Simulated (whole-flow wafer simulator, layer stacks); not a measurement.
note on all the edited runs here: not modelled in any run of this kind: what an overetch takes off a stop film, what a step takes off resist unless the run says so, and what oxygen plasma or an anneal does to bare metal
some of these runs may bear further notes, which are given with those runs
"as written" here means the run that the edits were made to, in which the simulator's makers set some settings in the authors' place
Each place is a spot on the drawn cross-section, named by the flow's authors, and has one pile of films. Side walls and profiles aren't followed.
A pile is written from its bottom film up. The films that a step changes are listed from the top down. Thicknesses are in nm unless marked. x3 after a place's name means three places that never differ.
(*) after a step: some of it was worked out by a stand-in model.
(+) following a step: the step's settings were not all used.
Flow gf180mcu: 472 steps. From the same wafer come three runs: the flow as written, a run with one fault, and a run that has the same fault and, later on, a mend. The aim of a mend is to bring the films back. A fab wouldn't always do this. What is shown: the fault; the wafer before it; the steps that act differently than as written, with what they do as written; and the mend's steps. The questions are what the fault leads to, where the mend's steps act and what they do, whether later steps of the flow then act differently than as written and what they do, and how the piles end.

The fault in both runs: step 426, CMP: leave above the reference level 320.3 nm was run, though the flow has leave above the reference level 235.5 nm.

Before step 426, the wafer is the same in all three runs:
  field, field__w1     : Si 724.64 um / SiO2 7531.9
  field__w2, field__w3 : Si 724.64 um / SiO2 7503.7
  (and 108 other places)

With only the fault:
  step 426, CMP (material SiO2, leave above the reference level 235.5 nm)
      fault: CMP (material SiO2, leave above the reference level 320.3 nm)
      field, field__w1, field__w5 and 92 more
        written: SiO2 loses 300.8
        fault: SiO2 loses 216
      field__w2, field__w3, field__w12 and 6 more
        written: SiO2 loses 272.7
        fault: SiO2 loses 187.9
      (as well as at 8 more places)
  Later steps of the flow acting differently than as written (not shown: 2 more steps that differ only slightly, by at most 2% or 0.5 nm, whichever is larger):
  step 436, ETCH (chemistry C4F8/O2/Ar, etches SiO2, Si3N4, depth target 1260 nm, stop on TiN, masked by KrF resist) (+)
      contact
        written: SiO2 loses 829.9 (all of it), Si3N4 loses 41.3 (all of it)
        fault: SiO2 loses 914.7 (all of it), Si3N4 loses 41.3 (all of it)
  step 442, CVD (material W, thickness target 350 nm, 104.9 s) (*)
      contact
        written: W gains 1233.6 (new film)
        fault: W gains 1319 (new film)
  The piles end different from the flow's at field__w4, field__w8, contact, m1, m1__w1, mim, mim_1p0, m1_nw by more than 2% or 0.5 nm, whichever is larger.
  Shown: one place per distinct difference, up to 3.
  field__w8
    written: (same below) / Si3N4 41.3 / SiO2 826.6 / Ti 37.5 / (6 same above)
    fault: (same below) / Si3N4 41.3 / SiO2 911.4 / Ti 37.5 / (6 same above)
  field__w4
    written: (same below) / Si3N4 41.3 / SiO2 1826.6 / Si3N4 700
    fault: (same below) / Si3N4 41.3 / SiO2 1911.4 / Si3N4 700
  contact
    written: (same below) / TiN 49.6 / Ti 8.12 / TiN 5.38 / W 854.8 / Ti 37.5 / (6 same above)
    fault: (same below) / TiN 49.6 / Ti 7.74 / TiN 5.12 / W 940.2 / Ti 37.5 / (6 same above)

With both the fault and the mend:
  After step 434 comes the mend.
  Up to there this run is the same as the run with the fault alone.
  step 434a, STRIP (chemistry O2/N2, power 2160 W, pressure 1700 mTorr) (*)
      field, field__w1, field__w2 and 108 more
        KrF resist loses 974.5 (all of it), anti-reflective coat loses 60 (all of it)
      contact
        anti-reflective coat loses 60 (all of it)
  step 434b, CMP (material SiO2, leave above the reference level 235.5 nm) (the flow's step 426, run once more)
      field, field__w1, field__w2 and 109 more
        SiO2 loses 84.8
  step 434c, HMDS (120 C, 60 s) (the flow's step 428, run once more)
      leaves every film unchanged at each place that is followed
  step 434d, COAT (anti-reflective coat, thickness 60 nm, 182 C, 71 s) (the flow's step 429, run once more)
      field, field__w1, field__w2 and 109 more
        anti-reflective coat gains 60 (new film)
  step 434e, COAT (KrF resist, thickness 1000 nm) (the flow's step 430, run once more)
      field, field__w1, field__w2 and 109 more
        KrF resist gains 1000 (new film)
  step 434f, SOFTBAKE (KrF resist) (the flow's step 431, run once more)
      leaves every film unchanged at each place that is followed
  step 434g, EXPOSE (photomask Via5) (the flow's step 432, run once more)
      leaves every film unchanged at each place that is followed
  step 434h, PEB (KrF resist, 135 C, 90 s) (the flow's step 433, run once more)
      field, field__w1, field__w2 and 109 more
        KrF resist loses 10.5
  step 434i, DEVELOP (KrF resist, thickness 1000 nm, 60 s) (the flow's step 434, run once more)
      field, field__w1, field__w2 and 108 more
        KrF resist loses 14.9
      contact
        KrF resist loses 989.5 (all of it)
  Every later step of the flow that is run acts as written at every place that is followed.
  The piles end the same as the flow's at every place that both follow.
